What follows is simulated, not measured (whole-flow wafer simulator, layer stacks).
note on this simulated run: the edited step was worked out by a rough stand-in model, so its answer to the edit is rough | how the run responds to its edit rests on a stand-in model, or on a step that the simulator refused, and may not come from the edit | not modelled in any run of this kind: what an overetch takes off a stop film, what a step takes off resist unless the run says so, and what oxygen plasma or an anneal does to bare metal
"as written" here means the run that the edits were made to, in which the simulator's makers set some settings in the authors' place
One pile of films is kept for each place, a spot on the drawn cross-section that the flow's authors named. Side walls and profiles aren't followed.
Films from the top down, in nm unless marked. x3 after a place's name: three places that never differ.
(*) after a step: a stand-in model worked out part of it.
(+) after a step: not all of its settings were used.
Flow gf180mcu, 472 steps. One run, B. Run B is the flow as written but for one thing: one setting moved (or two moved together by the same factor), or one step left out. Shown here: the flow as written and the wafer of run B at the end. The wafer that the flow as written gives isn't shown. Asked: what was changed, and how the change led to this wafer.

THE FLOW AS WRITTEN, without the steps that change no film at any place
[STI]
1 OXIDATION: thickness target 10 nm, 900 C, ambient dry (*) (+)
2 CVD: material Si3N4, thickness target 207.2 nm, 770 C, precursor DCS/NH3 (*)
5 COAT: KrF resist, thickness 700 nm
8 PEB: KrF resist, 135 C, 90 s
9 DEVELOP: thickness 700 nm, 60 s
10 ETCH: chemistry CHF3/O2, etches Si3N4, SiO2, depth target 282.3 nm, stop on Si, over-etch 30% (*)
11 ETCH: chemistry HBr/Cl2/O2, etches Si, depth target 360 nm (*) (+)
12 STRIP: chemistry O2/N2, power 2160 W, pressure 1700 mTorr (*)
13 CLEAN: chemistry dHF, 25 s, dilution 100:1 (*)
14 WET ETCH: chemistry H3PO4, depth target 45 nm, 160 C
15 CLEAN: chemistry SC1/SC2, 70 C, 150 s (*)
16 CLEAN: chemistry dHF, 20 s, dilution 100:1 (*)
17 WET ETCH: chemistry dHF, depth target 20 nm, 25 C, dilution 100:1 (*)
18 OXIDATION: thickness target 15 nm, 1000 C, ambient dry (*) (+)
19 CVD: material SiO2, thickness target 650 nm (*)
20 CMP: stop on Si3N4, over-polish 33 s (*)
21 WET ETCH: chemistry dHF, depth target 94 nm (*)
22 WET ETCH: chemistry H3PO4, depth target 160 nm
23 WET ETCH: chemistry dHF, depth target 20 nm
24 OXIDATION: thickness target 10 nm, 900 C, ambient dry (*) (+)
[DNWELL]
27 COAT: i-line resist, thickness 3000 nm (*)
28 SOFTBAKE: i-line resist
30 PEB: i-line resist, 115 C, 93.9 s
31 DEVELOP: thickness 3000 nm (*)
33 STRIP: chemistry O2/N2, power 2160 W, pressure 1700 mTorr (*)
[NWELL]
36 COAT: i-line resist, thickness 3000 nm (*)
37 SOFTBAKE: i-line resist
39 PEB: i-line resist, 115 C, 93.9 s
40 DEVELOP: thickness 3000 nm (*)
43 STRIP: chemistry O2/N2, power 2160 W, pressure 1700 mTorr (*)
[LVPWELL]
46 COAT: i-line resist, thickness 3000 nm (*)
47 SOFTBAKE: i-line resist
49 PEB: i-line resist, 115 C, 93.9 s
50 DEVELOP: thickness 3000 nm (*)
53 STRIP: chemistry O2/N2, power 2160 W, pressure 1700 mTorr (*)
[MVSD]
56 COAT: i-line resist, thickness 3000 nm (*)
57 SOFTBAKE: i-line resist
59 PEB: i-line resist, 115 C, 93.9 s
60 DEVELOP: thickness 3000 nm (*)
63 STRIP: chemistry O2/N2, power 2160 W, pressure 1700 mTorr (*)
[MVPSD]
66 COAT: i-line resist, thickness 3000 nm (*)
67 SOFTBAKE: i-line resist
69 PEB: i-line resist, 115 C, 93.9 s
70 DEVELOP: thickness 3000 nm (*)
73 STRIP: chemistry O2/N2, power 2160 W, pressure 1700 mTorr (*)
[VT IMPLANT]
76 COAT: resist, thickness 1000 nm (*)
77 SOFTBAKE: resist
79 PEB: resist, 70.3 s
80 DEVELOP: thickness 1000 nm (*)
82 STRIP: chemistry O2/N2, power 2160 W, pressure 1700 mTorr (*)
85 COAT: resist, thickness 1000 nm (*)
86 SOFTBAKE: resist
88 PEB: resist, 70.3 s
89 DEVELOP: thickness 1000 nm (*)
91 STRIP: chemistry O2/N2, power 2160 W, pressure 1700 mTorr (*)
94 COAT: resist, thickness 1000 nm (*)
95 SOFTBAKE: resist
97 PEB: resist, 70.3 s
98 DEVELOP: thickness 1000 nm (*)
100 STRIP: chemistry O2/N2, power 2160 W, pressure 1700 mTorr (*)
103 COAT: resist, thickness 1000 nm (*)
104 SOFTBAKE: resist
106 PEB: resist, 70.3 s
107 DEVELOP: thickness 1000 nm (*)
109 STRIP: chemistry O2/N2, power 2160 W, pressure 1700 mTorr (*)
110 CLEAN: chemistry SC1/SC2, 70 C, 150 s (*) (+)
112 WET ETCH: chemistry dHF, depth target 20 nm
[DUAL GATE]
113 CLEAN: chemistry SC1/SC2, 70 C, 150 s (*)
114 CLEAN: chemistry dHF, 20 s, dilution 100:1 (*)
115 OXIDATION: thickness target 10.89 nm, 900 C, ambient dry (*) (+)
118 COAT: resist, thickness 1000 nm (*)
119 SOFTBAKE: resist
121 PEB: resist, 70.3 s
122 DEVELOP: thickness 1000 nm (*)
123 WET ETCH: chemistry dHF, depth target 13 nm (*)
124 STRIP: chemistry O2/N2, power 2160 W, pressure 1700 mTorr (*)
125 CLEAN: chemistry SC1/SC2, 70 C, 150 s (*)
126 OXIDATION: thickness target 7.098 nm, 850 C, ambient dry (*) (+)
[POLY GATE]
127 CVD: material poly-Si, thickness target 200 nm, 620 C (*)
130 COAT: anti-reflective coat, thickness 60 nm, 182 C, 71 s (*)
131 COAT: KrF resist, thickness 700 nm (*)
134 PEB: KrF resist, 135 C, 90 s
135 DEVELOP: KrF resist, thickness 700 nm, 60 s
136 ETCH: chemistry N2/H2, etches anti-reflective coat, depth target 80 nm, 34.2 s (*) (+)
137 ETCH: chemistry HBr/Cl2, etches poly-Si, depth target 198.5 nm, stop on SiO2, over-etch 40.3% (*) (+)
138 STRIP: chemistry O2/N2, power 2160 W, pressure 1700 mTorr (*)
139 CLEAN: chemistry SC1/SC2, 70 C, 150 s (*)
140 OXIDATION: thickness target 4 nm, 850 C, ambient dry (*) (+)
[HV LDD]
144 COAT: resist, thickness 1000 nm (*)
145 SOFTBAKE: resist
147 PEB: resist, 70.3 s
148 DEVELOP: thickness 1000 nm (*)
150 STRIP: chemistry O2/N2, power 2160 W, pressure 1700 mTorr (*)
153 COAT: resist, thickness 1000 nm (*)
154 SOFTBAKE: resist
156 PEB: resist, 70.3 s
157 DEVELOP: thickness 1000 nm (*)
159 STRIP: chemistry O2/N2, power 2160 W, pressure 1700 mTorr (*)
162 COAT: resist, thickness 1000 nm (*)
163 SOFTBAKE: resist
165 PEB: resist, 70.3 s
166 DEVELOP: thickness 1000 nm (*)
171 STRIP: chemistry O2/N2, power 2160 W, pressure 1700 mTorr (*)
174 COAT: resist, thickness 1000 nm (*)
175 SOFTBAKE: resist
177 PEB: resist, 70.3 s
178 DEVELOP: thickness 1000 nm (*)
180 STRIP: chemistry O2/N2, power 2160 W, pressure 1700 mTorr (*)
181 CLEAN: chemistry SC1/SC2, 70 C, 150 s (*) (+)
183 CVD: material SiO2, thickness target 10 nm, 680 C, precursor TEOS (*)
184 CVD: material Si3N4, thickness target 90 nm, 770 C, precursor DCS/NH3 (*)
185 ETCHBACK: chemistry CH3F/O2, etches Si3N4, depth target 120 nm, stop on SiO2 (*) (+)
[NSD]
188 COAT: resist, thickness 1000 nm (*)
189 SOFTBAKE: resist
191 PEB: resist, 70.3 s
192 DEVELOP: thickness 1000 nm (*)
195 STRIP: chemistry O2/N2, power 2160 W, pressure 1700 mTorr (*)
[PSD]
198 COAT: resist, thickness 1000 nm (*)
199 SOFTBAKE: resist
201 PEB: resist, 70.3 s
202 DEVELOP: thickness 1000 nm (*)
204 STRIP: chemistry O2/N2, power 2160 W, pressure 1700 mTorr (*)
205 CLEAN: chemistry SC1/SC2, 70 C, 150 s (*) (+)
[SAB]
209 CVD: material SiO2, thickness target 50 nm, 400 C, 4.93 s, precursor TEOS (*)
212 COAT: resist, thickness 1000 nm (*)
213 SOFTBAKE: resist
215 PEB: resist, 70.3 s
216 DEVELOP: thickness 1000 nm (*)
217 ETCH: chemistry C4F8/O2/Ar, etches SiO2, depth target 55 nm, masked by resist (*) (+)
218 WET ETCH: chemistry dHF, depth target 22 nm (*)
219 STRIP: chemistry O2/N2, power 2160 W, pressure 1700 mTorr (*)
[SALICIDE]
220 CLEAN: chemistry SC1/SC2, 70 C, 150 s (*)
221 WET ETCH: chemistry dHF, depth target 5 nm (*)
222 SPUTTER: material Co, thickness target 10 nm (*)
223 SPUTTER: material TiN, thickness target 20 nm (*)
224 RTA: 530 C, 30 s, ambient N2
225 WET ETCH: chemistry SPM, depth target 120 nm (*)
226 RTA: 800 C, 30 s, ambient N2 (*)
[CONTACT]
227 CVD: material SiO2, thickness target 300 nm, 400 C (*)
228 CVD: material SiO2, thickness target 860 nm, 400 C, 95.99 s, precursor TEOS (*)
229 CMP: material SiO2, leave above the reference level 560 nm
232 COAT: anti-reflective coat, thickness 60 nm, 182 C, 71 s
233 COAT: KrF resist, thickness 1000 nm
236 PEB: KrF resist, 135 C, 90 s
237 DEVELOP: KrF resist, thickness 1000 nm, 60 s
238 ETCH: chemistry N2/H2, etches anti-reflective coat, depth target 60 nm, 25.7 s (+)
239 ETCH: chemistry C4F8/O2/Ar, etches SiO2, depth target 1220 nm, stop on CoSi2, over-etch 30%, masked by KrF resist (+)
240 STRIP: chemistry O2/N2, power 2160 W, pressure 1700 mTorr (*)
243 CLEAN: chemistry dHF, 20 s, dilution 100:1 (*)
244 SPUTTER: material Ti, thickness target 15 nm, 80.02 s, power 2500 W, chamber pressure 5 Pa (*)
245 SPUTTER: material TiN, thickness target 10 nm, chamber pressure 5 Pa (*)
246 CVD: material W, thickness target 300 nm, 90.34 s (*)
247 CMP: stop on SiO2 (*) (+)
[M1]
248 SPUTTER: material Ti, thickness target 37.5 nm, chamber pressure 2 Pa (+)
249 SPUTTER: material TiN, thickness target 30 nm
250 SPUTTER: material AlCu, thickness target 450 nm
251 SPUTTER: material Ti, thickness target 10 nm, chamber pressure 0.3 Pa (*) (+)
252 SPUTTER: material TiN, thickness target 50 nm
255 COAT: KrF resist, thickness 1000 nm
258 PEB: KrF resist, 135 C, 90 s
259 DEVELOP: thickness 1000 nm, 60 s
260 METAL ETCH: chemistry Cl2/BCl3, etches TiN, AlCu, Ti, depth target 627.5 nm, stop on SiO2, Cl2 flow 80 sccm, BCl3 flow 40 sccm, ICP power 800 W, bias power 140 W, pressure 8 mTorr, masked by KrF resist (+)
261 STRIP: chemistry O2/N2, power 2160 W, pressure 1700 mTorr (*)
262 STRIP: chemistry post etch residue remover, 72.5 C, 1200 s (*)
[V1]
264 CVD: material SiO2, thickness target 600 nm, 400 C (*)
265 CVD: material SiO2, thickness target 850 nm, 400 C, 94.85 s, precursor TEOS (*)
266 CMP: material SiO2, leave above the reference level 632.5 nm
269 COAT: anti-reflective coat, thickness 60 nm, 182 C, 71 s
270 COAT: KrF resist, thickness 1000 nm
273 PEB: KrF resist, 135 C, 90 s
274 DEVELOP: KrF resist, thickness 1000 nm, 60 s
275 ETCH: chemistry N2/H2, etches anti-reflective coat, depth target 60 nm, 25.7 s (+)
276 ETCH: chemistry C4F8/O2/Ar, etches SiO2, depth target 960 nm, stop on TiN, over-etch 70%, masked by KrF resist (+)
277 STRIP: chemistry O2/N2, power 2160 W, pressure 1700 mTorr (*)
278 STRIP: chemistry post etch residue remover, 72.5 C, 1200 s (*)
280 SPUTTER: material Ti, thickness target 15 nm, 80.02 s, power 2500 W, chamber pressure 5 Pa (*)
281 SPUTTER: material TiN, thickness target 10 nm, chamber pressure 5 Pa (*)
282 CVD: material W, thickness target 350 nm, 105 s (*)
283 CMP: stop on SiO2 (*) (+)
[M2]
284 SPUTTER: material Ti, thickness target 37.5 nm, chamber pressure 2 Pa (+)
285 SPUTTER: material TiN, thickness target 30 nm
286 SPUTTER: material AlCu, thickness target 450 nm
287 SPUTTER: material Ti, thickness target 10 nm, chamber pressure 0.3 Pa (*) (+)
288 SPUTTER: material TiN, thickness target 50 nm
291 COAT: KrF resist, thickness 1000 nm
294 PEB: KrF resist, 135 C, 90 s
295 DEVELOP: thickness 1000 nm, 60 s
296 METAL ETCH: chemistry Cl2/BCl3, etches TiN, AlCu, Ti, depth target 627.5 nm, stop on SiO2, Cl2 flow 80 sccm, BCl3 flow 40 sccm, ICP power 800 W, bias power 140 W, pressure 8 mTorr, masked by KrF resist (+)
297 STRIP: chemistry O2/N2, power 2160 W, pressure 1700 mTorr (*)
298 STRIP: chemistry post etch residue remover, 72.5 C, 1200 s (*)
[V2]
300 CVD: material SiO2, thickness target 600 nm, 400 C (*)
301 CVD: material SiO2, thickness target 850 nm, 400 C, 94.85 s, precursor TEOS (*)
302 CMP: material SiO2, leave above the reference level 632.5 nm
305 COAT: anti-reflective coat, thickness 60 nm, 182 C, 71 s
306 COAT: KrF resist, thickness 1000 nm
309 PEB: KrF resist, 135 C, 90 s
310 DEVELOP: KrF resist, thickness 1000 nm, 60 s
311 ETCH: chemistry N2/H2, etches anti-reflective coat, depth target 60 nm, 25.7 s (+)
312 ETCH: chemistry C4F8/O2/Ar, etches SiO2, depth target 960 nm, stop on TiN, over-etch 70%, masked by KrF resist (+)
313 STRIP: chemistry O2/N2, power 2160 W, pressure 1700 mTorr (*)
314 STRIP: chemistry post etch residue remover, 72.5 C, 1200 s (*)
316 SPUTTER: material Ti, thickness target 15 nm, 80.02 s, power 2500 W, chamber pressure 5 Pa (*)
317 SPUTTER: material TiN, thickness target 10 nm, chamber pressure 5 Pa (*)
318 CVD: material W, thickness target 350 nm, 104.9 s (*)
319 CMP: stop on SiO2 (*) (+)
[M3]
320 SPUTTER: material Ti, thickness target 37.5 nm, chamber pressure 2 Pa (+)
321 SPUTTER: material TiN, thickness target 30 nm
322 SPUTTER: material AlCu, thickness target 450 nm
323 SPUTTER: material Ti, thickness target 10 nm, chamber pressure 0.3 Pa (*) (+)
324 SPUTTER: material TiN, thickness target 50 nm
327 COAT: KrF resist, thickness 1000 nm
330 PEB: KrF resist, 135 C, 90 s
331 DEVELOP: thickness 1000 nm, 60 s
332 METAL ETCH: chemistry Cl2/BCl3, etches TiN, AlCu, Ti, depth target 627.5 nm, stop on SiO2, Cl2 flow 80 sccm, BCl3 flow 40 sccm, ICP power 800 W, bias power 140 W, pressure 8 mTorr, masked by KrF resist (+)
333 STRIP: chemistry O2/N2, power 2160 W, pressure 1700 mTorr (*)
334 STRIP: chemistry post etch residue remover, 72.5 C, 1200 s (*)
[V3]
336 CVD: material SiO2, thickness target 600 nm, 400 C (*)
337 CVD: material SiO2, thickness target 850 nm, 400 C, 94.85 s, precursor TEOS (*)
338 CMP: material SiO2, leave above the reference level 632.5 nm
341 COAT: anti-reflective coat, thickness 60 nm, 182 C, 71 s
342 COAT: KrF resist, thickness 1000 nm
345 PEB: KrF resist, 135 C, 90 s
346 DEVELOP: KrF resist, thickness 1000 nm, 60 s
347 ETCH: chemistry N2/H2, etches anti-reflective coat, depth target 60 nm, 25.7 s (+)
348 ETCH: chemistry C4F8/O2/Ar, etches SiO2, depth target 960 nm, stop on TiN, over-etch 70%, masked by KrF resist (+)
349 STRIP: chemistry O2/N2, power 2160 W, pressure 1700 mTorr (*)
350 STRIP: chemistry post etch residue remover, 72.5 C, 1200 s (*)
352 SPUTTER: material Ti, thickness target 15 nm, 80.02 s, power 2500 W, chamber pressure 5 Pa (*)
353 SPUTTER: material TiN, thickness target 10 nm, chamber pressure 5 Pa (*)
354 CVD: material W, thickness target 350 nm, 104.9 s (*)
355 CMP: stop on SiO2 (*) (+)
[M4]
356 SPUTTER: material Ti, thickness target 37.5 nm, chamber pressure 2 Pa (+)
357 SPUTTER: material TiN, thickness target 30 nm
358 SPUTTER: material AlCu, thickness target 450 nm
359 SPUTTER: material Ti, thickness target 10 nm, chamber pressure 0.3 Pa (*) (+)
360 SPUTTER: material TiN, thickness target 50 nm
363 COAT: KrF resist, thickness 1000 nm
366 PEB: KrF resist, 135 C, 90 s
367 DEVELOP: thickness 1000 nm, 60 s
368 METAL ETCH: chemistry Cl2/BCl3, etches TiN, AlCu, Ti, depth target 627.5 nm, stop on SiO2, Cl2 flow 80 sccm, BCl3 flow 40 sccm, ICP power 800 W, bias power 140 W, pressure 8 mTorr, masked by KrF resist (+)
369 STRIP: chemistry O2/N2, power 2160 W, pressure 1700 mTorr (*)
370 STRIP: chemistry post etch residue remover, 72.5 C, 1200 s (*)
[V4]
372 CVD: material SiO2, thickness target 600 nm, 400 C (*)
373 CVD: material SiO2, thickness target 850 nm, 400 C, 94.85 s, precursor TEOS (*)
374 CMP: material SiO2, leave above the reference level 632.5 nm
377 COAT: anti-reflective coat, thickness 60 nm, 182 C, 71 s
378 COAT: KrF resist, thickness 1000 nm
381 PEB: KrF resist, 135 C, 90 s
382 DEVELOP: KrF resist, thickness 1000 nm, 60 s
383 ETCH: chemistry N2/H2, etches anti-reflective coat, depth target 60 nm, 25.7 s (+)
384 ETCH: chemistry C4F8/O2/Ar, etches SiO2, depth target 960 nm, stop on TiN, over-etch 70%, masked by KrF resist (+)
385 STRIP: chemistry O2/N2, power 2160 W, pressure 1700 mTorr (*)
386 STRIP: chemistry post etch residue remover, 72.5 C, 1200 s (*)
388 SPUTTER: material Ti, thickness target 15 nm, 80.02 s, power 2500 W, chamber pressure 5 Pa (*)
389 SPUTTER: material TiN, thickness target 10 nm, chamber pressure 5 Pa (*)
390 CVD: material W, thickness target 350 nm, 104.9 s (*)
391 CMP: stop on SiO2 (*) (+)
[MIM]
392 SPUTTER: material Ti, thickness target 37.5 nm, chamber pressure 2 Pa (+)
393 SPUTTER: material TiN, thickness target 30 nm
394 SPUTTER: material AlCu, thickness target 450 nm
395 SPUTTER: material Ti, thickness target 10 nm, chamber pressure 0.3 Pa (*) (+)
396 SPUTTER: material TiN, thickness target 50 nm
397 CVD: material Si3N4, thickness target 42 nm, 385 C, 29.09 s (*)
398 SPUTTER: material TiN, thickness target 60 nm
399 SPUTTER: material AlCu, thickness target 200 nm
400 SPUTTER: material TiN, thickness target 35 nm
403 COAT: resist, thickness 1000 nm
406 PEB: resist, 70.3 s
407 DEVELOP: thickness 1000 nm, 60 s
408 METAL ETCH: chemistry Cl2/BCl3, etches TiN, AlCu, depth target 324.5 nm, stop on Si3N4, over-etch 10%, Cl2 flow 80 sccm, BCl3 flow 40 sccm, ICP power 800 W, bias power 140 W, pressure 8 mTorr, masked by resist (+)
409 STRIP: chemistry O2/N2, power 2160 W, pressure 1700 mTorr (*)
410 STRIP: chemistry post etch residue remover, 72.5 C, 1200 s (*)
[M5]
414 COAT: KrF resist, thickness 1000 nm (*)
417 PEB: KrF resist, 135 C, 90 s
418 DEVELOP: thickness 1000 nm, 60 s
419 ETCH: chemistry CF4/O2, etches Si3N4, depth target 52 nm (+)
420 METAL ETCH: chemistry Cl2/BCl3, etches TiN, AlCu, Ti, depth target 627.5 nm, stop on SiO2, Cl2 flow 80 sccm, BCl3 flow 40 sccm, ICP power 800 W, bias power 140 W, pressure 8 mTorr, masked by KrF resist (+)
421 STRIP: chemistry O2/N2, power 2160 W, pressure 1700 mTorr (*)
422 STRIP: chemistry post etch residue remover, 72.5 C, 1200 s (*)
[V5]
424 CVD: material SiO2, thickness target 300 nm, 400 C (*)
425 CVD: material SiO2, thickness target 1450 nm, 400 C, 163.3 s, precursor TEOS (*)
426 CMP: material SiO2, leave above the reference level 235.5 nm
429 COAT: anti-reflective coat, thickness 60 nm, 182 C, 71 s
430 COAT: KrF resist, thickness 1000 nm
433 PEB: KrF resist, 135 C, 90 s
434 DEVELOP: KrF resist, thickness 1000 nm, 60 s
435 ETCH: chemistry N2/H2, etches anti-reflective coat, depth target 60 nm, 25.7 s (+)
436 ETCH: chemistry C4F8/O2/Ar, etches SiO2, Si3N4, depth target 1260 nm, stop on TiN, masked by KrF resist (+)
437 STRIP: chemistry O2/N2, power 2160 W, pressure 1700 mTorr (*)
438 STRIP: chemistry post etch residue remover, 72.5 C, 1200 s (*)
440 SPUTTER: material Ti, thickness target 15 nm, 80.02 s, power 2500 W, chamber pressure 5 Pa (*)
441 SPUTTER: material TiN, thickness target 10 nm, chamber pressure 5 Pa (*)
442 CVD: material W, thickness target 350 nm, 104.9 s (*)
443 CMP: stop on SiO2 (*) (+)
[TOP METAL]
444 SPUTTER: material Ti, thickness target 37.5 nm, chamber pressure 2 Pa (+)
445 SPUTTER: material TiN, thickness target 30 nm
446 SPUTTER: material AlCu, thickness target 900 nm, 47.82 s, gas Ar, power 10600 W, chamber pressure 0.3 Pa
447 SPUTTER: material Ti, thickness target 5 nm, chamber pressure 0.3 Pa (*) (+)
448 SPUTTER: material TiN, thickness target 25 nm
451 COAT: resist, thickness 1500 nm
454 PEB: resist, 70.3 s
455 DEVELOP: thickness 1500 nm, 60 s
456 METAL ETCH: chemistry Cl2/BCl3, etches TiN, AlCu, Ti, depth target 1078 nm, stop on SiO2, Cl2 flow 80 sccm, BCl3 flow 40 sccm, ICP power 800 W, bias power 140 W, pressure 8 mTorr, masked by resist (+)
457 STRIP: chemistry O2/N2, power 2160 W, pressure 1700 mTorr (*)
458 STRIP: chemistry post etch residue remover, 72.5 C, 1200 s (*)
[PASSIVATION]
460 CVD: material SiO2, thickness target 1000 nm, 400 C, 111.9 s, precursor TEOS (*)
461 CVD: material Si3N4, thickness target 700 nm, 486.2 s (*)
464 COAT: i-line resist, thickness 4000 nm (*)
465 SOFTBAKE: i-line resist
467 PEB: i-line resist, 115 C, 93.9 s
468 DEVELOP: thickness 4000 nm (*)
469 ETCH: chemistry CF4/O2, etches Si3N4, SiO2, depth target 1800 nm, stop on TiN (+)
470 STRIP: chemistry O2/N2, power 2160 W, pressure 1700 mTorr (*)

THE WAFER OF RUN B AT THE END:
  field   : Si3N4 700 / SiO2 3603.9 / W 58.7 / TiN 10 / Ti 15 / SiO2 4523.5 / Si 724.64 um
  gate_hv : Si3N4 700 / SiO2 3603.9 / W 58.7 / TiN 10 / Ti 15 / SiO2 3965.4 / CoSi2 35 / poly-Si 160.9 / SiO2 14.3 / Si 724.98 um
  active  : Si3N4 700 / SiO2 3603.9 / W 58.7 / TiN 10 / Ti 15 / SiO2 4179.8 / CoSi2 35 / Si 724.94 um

The cause: step 337, CVD: thickness target 425 nm was run, where the flow has thickness target 850 nm; step 337, CVD: 47.43 s was run, where the flow has 94.85 s.

How the change led to this, step by step:
  337 CVD: material SiO2, thickness target 850 nm, 400 C, 94.85 s, precursor TEOS (*)
      field, field__w1, field__w2 and 108 more: SiO2 +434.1 (as written it would be: SiO2 +850)
  338 CMP: material SiO2, leave above the reference level 632.5 nm
      field, field__w1, field__w2 and 103 more: nothing (as written it would be: SiO2 -300)
      field__w8, contact, m1, m1__w1, m1_nw: SiO2 -461.1 (as written it would be: SiO2 -877.1)
  341 COAT: anti-reflective coat, thickness 60 nm, 182 C, 71 s
      nw_enc_fld_lv, nw_enc_fld_lv__w3: anti-reflective coat +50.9 (new film) (as written it would be: anti-reflective coat +60 (new film))
      field: anti-reflective coat +106.5 (new film) (as written it would be: anti-reflective coat +60 (new film))
      (and at 17 more places)
  342 COAT: KrF resist, thickness 1000 nm
      field__w1: KrF resist +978 (new film) (as written it would be: KrF resist +1000 (new film))
      n_well: KrF resist +969.1 (new film) (as written it would be: KrF resist +1000 (new film))
      (and at 9 more places)
  345 PEB: KrF resist, 135 C, 90 s
      polyc_n, polyc_n_rim: KrF resist -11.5 (as written it would be: KrF resist -10.5)
      contact: KrF resist -9.69 (as written it would be: KrF resist -10.5)
      (and at 2 more places)
  346 DEVELOP: KrF resist, thickness 1000 nm, 60 s
      contact: KrF resist -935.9 (all of it) (as written it would be: KrF resist -989.5 (all of it))
  347 ETCH: chemistry N2/H2, etches anti-reflective coat, depth target 60 nm, 25.7 s (+)
      contact: anti-reflective coat -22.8 (all of it), SiO2 -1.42 (as written it would be: anti-reflective coat -60 (all of it), SiO2 -0.46)
  349 STRIP: chemistry O2/N2, power 2160 W, pressure 1700 mTorr (*)
      field: KrF resist -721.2 (all of it), anti-reflective coat -106.5 (all of it) (as written it would be: KrF resist -739.2 (all of it), anti-reflective coat -60 (all of it))
      field__w1: KrF resist -717.5 (all of it), anti-reflective coat -86.1 (all of it) (as written it would be: KrF resist -739.2 (all of it), anti-reflective coat -60 (all of it))
      (and at 17 more places)
  352 SPUTTER: material Ti, thickness target 15 nm, 80.02 s, power 2500 W, chamber pressure 5 Pa (*)
      contact: Ti +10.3 (new film) (as written it would be: Ti +9.65 (new film))
  354 CVD: material W, thickness target 350 nm, 104.9 s (*)
      contact: W +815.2 (new film) (as written it would be: W +932.3 (new film))
  355 CMP: stop on SiO2 (*) (+)
      field, field__w1, field__w2 and 103 more: W -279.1 (as written it would be: W -350 (all of it), TiN -10 (all of it), Ti -15 (all of it), SiO2 -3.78)
      field__w8, m1, m1__w1, m1_nw: W -350 (all of it), TiN -10 (all of it), Ti -15 (all of it), SiO2 -20 (as written it would be: W -350 (all of it), TiN -10 (all of it), Ti -15 (all of it), SiO2 -3.78)
      (and at 1 more place)
  368 METAL ETCH: chemistry Cl2/BCl3, etches TiN, AlCu, Ti, depth target 627.5 nm, stop on SiO2, Cl2 flow 80 sccm, BCl3 flow 40 sccm, ICP power 800 W, bias power 140 W, pressure 8 mTorr, masked by KrF resist (+)
      field, field__w1, field__w2 and 103 more: TiN -50 (all of it), Ti -10 (all of it), AlCu -450 (all of it), TiN -30 (all of it), Ti -37.5 (all of it), W -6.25 (as written it would be: TiN -50 (all of it), Ti -10 (all of it), AlCu -450 (all of it), TiN -30 (all of it), Ti -37.5 (all of it))
  370 STRIP: chemistry post etch residue remover, 72.5 C, 1200 s (*)
      field, field__w1, field__w2 and 103 more: W -6.01 (as written it would be: nothing)
  372 CVD: material SiO2, thickness target 600 nm, 400 C (*)
      field, field__w1, field__w2 and 103 more: SiO2 +600 (new film) (as written it would be: SiO2 +600)
  374 CMP: material SiO2, leave above the reference level 632.5 nm
      field, field__w1, field__w2 and 103 more: SiO2 -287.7 (as written it would be: SiO2 -300)
Counting metal films that touch as one body, field has 1 body; the flow as written gives 0 bodies.
Counting metal films that touch as one body, gate_hv has 2 bodies (between them, from the top down: SiO2 3965.4); the flow as written gives 1 body.
Counting metal films that touch as one body, active has 2 bodies (between them, from the top down: SiO2 4179.8); the flow as written gives 1 body.
